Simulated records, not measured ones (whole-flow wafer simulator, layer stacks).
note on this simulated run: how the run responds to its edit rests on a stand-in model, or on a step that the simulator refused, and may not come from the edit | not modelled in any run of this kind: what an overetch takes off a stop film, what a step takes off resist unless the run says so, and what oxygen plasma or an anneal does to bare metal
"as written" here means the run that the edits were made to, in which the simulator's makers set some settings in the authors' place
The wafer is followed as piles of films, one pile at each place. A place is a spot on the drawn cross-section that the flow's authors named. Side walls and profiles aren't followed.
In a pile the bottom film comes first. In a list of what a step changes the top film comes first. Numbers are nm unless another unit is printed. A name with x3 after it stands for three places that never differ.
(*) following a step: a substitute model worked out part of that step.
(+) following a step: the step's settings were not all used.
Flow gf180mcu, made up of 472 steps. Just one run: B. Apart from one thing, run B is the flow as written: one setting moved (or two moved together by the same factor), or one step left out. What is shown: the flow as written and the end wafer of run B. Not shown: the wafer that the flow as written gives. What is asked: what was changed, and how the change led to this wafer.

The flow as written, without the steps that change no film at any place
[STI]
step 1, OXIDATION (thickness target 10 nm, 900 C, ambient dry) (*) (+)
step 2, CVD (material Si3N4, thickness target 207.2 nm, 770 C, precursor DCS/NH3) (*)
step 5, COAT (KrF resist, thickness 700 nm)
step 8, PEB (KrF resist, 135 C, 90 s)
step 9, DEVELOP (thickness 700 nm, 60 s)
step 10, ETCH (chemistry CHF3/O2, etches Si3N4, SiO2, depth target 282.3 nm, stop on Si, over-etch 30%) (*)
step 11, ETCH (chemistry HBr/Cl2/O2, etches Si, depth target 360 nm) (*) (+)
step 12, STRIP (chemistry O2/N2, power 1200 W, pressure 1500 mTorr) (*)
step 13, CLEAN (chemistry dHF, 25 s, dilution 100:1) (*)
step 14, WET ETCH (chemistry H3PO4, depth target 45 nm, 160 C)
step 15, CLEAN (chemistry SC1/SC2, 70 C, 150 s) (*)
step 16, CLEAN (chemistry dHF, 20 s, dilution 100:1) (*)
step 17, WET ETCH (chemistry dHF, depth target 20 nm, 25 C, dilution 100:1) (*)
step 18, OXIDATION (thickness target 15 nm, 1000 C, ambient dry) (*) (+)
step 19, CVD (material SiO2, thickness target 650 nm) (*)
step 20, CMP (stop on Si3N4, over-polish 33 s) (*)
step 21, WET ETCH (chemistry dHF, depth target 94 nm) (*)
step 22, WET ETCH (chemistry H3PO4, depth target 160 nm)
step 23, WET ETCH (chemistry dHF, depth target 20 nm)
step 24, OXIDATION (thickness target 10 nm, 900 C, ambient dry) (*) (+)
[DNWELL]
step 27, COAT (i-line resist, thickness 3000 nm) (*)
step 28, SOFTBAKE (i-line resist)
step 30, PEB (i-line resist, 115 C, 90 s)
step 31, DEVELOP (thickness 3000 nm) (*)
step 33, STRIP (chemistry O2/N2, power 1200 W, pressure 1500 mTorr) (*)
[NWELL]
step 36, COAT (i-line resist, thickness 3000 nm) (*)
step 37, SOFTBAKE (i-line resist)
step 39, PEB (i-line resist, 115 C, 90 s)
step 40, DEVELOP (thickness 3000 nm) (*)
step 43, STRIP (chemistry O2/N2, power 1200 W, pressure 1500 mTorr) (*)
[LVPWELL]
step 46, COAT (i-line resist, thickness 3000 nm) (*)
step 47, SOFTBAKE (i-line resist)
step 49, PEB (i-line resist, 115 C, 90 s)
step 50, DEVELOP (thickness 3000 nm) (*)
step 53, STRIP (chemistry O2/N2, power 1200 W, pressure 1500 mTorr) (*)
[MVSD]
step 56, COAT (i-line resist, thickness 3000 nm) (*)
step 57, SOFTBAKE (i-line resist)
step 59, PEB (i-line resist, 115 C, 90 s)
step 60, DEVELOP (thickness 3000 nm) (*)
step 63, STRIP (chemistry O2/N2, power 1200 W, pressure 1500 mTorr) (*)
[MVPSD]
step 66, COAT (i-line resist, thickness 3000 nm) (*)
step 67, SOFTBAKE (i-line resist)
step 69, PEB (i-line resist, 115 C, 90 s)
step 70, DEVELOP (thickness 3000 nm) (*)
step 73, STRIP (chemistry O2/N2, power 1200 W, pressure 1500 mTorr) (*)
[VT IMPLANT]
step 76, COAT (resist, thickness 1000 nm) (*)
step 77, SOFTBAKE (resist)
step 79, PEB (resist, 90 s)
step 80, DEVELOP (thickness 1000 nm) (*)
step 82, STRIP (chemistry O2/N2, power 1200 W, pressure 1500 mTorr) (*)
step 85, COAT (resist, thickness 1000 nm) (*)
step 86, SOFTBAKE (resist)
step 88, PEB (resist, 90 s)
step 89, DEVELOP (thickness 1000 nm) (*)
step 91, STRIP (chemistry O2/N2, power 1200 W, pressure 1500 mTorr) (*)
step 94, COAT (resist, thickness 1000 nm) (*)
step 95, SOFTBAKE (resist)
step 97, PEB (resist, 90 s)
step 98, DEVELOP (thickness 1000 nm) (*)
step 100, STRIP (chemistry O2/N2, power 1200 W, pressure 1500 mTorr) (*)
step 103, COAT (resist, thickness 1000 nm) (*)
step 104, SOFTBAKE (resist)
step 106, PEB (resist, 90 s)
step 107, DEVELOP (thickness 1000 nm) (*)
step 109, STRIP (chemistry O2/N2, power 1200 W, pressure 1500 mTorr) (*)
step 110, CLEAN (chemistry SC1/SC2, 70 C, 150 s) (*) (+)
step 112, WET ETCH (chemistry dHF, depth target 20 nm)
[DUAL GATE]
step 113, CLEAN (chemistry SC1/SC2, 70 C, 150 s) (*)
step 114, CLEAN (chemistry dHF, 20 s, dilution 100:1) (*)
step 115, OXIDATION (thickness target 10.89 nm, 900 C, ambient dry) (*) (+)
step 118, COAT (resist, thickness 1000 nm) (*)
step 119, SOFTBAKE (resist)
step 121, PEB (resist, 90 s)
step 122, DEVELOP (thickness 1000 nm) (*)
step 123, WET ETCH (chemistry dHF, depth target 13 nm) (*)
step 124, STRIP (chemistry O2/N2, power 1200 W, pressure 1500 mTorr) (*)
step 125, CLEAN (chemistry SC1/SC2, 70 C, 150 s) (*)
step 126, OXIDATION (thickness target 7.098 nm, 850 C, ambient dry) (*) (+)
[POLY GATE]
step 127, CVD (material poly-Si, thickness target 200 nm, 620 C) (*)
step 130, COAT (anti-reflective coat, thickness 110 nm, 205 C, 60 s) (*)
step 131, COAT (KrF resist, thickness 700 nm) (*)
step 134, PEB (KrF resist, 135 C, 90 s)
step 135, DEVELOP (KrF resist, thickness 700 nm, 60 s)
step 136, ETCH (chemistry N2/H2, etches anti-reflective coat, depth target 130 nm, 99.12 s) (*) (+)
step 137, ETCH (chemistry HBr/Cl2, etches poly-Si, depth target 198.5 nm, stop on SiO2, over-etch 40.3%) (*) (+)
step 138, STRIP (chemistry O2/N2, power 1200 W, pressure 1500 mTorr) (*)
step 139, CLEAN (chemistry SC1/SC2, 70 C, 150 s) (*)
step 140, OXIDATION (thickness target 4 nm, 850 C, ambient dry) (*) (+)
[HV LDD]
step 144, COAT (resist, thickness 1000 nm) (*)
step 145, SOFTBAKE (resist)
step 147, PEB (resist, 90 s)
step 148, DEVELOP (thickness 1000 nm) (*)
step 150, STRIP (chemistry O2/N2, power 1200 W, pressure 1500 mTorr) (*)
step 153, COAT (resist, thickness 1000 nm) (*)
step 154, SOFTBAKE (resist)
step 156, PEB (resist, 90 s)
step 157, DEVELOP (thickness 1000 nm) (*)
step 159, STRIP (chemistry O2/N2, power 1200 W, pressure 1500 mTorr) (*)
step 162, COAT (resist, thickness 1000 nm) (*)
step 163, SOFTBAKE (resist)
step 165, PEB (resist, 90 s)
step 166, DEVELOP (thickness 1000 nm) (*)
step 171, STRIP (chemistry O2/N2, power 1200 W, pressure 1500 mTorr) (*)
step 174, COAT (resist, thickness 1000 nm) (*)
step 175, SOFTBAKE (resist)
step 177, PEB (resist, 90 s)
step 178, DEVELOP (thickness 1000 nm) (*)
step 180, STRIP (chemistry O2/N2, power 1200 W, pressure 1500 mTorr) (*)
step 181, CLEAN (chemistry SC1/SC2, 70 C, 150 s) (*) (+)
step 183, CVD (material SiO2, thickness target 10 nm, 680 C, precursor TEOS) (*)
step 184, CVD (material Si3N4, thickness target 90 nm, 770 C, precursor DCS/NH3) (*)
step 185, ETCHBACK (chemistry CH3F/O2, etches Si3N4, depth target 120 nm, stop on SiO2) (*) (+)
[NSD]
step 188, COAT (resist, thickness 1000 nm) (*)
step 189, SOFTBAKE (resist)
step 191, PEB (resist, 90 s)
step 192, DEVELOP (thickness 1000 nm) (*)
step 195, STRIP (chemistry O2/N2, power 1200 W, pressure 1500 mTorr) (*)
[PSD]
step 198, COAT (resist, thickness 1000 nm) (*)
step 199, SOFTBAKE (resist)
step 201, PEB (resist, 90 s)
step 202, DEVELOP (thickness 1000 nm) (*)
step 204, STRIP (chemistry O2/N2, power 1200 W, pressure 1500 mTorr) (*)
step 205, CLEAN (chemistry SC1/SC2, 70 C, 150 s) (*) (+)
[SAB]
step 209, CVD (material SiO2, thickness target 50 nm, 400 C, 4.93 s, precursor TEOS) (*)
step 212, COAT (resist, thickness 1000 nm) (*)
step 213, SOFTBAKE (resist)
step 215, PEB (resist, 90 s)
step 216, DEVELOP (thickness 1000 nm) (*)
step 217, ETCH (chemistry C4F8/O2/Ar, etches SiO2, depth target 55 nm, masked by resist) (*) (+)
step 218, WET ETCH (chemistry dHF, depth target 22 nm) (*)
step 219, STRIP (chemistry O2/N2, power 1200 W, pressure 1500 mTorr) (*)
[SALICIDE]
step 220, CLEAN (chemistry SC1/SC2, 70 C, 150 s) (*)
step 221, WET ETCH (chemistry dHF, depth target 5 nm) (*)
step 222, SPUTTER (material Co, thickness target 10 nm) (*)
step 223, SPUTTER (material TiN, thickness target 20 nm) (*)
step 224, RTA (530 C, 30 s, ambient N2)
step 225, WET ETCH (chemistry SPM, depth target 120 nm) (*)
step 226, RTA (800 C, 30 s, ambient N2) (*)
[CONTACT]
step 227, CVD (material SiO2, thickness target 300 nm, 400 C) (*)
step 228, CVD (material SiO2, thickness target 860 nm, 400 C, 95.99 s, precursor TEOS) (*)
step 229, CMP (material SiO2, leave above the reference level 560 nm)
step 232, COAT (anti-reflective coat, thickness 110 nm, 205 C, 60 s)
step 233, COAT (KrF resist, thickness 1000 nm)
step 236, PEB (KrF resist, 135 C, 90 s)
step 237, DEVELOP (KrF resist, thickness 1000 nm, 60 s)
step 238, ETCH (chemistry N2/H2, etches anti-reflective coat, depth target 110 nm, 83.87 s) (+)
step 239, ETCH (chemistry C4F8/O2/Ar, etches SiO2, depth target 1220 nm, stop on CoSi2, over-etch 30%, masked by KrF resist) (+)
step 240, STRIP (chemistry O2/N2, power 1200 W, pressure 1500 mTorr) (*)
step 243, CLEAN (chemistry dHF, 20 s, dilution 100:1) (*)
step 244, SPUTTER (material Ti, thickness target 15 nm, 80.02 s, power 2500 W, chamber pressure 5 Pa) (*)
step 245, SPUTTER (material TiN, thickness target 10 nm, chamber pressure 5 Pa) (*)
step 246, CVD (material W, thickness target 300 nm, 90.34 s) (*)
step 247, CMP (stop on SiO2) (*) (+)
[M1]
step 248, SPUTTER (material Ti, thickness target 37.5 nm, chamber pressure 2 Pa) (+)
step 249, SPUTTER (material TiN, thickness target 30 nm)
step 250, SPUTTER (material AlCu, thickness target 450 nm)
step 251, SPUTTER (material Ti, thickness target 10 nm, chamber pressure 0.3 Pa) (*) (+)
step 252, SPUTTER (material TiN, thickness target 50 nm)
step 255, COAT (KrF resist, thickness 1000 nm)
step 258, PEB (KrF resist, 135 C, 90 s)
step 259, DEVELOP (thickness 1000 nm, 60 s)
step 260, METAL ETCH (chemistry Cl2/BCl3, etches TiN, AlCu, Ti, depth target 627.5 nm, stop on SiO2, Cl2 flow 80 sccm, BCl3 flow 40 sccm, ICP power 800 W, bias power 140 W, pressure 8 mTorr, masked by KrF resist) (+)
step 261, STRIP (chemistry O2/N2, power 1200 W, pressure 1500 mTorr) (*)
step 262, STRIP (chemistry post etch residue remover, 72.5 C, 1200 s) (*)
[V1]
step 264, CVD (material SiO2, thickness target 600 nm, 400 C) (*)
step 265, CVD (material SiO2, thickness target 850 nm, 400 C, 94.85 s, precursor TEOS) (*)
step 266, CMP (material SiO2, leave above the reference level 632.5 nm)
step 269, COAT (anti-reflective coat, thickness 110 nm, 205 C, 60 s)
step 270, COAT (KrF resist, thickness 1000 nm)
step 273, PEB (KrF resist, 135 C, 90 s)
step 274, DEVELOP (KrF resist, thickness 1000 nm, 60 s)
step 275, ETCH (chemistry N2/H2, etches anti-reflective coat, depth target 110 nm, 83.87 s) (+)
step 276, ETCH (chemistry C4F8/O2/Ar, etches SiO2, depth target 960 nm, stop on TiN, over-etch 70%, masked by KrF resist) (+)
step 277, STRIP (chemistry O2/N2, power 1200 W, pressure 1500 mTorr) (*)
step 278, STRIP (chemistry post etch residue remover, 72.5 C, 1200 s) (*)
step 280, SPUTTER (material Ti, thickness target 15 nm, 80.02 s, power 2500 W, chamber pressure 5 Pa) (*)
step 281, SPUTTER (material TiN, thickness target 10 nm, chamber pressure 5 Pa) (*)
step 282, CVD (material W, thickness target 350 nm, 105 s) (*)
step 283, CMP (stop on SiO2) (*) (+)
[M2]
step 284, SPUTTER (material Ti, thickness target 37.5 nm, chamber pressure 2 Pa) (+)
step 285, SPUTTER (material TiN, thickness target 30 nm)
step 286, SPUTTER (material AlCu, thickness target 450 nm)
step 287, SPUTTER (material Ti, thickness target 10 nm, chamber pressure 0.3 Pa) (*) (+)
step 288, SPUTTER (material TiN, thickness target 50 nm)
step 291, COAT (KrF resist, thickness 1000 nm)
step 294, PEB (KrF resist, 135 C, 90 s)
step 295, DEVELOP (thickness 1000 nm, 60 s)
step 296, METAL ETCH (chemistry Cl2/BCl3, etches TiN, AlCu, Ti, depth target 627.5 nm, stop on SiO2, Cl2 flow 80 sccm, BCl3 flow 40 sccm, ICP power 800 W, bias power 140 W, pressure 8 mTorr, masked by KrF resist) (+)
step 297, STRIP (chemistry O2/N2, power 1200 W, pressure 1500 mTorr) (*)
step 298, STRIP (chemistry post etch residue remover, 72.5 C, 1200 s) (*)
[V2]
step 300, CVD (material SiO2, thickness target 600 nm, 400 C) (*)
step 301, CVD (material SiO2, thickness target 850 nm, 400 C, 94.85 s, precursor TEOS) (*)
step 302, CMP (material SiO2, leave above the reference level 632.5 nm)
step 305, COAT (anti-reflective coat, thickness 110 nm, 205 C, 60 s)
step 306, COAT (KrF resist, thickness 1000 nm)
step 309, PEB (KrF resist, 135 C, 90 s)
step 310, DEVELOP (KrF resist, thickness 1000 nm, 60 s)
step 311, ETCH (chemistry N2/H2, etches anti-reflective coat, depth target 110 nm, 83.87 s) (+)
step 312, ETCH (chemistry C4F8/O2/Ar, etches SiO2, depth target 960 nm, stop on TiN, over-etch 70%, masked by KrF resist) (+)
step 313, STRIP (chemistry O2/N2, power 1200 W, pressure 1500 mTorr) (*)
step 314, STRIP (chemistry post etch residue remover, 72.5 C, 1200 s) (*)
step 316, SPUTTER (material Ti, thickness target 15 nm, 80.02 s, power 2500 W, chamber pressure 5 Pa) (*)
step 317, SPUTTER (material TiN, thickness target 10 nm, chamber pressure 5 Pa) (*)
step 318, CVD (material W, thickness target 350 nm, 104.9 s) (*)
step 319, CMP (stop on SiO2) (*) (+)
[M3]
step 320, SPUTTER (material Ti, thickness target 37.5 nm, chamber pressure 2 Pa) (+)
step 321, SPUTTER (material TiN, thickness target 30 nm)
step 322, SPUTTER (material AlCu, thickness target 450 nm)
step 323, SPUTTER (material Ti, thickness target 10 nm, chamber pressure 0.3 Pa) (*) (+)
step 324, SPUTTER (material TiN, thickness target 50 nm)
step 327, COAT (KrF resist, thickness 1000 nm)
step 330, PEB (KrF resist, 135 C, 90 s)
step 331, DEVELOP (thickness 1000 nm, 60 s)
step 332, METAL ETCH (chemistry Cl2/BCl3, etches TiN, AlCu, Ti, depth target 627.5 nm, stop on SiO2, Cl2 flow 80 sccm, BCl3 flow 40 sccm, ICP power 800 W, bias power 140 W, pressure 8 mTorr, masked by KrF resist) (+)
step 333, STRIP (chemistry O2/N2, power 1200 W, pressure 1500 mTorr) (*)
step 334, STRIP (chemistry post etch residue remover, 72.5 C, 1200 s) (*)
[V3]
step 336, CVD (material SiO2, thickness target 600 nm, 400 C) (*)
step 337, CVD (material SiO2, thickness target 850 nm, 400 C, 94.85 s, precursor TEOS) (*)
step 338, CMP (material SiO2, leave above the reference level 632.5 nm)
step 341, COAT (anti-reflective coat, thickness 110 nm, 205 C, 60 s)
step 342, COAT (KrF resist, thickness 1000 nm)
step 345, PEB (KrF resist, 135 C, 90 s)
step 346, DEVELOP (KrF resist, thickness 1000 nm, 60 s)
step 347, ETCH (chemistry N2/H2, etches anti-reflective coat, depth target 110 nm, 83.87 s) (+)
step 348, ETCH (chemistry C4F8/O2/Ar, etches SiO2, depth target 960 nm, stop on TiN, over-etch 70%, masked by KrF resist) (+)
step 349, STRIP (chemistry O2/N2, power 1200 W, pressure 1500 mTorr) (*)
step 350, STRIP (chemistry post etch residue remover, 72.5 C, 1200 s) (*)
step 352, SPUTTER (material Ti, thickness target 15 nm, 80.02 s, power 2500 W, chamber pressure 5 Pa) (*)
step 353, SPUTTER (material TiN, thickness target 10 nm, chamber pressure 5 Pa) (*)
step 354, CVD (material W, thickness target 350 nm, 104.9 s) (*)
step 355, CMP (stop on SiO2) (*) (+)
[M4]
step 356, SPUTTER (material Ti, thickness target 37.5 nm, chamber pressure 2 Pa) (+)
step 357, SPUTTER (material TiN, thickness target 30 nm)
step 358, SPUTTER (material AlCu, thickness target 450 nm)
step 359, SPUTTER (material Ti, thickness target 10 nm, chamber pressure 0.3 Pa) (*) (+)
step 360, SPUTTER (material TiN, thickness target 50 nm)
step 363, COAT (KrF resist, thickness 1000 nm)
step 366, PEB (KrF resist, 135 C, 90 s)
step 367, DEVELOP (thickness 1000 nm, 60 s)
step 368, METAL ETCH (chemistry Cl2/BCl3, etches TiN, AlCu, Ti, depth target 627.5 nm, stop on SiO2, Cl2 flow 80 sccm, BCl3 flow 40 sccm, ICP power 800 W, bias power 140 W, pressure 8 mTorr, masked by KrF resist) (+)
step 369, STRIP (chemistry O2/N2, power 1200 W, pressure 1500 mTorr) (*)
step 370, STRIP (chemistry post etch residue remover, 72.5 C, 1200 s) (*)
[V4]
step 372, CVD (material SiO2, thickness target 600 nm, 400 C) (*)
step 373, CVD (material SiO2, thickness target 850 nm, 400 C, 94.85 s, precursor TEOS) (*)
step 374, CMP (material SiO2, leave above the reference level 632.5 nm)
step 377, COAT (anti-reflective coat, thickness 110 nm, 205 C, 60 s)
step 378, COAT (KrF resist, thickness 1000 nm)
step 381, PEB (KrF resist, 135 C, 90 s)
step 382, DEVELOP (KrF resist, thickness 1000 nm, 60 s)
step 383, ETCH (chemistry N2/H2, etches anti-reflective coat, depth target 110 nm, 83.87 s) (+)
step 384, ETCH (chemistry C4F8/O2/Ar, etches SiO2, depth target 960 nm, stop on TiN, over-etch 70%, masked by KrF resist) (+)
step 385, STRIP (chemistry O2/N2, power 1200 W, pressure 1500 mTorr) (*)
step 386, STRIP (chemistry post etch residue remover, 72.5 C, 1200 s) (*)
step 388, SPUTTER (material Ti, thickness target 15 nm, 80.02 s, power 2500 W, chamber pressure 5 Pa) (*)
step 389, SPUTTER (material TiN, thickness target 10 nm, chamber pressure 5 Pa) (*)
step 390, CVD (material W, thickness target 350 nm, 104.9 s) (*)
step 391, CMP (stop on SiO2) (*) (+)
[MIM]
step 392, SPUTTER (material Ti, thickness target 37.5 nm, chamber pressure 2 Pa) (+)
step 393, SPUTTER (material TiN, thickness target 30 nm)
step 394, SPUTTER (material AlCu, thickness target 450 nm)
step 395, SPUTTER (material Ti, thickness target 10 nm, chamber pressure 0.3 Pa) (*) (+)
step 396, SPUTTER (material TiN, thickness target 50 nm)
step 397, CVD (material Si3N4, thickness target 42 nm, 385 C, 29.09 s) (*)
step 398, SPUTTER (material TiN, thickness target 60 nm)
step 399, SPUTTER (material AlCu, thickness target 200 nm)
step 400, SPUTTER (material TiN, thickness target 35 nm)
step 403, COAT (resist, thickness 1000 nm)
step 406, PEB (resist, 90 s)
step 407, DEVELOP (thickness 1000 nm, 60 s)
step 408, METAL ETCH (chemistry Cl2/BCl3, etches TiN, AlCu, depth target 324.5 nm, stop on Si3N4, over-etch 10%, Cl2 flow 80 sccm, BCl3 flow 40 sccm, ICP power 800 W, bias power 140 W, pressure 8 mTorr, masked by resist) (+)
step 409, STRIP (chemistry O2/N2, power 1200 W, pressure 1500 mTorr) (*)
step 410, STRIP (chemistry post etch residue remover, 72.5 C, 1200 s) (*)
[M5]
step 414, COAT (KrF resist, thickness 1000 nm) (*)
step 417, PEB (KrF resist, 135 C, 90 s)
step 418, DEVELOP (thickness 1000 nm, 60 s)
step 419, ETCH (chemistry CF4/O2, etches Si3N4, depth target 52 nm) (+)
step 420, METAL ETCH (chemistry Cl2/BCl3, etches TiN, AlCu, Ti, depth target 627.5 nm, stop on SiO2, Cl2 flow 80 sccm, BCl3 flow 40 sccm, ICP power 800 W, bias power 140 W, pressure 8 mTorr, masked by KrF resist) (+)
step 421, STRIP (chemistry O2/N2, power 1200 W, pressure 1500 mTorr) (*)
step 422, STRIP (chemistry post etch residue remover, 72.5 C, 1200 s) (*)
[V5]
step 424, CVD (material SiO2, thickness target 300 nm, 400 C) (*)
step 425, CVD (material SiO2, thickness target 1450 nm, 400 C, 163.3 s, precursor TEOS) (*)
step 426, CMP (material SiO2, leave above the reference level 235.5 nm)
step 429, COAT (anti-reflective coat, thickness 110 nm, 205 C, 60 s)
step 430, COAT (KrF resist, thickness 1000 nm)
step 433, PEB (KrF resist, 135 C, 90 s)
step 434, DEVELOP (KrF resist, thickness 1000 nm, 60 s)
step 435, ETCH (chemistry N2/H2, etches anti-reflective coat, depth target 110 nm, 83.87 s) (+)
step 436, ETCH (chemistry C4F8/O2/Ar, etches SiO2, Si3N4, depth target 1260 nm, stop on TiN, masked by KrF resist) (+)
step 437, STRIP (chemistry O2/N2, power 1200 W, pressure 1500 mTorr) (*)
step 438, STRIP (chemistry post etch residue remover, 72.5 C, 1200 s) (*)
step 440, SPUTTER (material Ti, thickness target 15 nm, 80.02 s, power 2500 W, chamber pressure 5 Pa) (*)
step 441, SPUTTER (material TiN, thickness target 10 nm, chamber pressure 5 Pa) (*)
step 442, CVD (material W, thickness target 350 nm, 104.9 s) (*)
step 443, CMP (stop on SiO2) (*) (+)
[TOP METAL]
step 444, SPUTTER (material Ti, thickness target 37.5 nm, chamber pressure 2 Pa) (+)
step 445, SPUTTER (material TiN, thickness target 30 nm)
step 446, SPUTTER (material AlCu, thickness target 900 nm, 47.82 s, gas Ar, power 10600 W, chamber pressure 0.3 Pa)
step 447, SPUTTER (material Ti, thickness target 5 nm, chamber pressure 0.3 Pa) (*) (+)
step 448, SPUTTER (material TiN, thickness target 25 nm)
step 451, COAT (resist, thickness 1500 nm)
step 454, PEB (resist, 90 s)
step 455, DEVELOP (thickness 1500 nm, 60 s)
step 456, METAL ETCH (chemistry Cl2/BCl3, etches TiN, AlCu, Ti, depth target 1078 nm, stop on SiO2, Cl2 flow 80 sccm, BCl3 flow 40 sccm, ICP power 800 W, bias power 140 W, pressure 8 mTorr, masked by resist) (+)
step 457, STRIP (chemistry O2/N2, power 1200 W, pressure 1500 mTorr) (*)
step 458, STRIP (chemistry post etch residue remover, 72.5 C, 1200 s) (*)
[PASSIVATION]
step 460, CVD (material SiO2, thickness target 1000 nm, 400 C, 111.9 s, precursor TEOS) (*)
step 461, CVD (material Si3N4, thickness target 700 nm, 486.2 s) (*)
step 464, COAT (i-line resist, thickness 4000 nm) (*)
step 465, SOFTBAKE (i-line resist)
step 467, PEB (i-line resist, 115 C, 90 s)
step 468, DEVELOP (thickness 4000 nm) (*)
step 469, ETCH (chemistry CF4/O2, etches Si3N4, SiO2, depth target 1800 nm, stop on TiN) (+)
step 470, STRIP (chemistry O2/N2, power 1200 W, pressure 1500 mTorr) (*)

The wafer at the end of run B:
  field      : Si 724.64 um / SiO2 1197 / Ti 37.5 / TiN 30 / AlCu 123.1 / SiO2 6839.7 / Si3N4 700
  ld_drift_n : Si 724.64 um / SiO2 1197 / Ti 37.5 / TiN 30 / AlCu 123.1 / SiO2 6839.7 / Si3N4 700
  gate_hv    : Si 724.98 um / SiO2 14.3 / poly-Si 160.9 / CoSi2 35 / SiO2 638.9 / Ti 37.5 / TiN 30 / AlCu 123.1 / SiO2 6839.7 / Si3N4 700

What caused this: step 260, METAL ETCH: depth target 381.2 nm was run, while the flow as written has depth target 627.5 nm.

The path from the change to this, step by step:
  step 260, METAL ETCH (chemistry Cl2/BCl3, etches TiN, AlCu, Ti, depth target 627.5 nm, stop on SiO2, Cl2 flow 80 sccm, BCl3 flow 40 sccm, ICP power 800 W, bias power 140 W, pressure 8 mTorr, masked by KrF resist) (+)
      field, field__w1, field__w2 and 99 more: -50 TiN (all of it), -10 Ti (all of it), -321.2 AlCu (in the flow as written it would be: -50 TiN (all of it), -10 Ti (all of it), -450 AlCu (all of it), -30 TiN (all of it), -37.5 Ti (all of it))
      field__w8, contact, m1 and 6 more: -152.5 KrF resist (in the flow as written it would be: -251 KrF resist)
  step 261, STRIP (chemistry O2/N2, power 1200 W, pressure 1500 mTorr) (*)
      field__w8, contact, m1 and 6 more: -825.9 KrF resist (all of it) (in the flow as written it would be: -727.4 KrF resist (all of it))
  step 262, STRIP (chemistry post etch residue remover, 72.5 C, 1200 s) (*)
      field, field__w1, field__w2 and 99 more: -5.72 AlCu (in the flow as written it would be: nothing)
  step 264, CVD (material SiO2, thickness target 600 nm, 400 C) (*)
      field, field__w1, field__w2 and 99 more: +600 SiO2 (new film) (in the flow as written it would be: +600 SiO2)
  step 266, CMP (material SiO2, leave above the reference level 632.5 nm)
      field, field__w1, field__w2 and 99 more: -490.6 SiO2 (in the flow as written it would be: -300 SiO2)
Taking metal films that touch as one body, field has 1 body; the flow as written gives 0 bodies.
Taking metal films that touch as one body, ld_drift_n has 1 body; the flow as written gives 0 bodies.
Taking metal films that touch as one body, gate_hv has 2 bodies (between them, from the top down: SiO2 638.9); the flow as written gives 1 body.
